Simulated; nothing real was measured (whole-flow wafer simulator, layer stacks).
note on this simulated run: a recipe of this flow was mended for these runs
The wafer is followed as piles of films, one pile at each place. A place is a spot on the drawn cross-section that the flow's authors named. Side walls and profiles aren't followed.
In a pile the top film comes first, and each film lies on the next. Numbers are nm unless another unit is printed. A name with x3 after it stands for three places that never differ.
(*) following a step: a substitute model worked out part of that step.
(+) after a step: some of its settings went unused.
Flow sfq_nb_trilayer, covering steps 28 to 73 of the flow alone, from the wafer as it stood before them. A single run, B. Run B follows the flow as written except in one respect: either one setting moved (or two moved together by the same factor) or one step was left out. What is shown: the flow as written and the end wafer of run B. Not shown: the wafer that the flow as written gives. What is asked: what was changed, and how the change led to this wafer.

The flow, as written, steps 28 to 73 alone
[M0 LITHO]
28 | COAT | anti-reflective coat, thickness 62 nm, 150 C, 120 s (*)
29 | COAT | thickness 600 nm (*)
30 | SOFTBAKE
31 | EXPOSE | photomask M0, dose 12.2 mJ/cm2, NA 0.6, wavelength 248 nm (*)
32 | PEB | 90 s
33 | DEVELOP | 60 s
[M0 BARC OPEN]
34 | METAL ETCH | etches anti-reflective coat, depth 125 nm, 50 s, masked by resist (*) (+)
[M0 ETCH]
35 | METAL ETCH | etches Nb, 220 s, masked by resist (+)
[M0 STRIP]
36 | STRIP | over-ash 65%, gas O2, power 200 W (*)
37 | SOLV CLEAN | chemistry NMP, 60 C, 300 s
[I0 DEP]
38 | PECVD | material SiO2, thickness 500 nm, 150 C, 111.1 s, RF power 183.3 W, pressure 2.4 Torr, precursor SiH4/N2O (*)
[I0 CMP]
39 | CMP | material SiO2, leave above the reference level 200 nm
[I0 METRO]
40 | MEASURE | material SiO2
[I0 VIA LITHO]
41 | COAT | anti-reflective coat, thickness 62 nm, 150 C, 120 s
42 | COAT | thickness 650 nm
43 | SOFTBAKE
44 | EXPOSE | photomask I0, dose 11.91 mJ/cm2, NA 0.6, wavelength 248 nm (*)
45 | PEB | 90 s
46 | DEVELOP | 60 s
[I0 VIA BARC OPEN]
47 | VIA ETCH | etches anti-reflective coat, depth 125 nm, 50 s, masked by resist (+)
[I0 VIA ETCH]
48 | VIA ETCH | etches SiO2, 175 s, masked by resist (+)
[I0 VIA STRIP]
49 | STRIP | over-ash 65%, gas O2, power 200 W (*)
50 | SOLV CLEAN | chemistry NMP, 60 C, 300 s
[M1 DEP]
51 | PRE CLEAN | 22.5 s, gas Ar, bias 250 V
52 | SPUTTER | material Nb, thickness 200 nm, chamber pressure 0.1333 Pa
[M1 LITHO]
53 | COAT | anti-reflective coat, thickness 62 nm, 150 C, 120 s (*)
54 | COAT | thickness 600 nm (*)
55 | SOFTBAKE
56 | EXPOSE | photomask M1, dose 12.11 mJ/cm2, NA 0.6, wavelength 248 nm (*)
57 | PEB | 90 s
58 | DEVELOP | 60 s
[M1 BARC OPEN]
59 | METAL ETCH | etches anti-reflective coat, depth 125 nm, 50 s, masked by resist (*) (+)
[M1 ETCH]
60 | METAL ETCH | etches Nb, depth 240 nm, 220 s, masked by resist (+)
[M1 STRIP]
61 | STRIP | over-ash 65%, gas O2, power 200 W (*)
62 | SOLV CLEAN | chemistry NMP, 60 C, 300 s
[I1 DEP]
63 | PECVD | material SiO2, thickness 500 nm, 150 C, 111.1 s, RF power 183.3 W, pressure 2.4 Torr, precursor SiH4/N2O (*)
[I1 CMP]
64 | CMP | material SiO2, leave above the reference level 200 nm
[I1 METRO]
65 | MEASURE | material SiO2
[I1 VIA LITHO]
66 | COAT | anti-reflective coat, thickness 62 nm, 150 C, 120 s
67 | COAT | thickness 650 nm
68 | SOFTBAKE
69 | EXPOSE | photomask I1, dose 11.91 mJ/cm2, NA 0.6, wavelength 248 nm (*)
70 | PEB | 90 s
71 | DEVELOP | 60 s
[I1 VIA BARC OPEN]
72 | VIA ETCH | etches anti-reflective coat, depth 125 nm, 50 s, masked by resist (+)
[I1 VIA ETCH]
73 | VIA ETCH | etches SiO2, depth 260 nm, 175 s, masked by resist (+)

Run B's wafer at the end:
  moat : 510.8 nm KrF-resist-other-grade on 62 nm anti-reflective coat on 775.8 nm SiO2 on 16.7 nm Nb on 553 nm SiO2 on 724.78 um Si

What caused this: step 35, METAL ETCH: 168 s was run, while the flow as written has 220 s.

The path from the change to this, step by step:
  35 | METAL ETCH | etches Nb, 220 s, masked by resist (+)
      moat, m0r_space_l x2: Nb loses 183.3 (it would be, as written: Nb loses 200 (all of it), SiO2 loses 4)
      field_l, v_sur, via_wl and 100 more: KrF-resist-other-grade loses 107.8 (it would be, as written: KrF-resist-other-grade loses 141.2)
  36 | STRIP | over-ash 65%, gas O2, power 200 W (*)
      p4_fl x53, wl_j_sl x16, wl_d_sl x2: KrF-resist-other-grade loses 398 (all of it), anti-reflective coat loses 62 (all of it) (it would be, as written: KrF-resist-other-grade loses 364.6 (all of it), anti-reflective coat loses 62 (all of it))
      ce_r, sp_r, be_r, r_sur: KrF-resist-other-grade loses 403.8 (all of it), anti-reflective coat loses 63.7 (all of it) (it would be, as written: KrF-resist-other-grade loses 370.4 (all of it), anti-reflective coat loses 63.7 (all of it))
      (also at 28 further places)
  38 | PECVD | material SiO2, thickness 500 nm, 150 C, 111.1 s, RF power 183.3 W, pressure 2.4 Torr, precursor SiH4/N2O (*)
      moat, m0r_space_l x2: SiO2 gains 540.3 (new film) (it would be, as written: SiO2 gains 561.1)
With metal films that touch counted as one body, moat has 1 body; the flow as written gives 0 bodies.
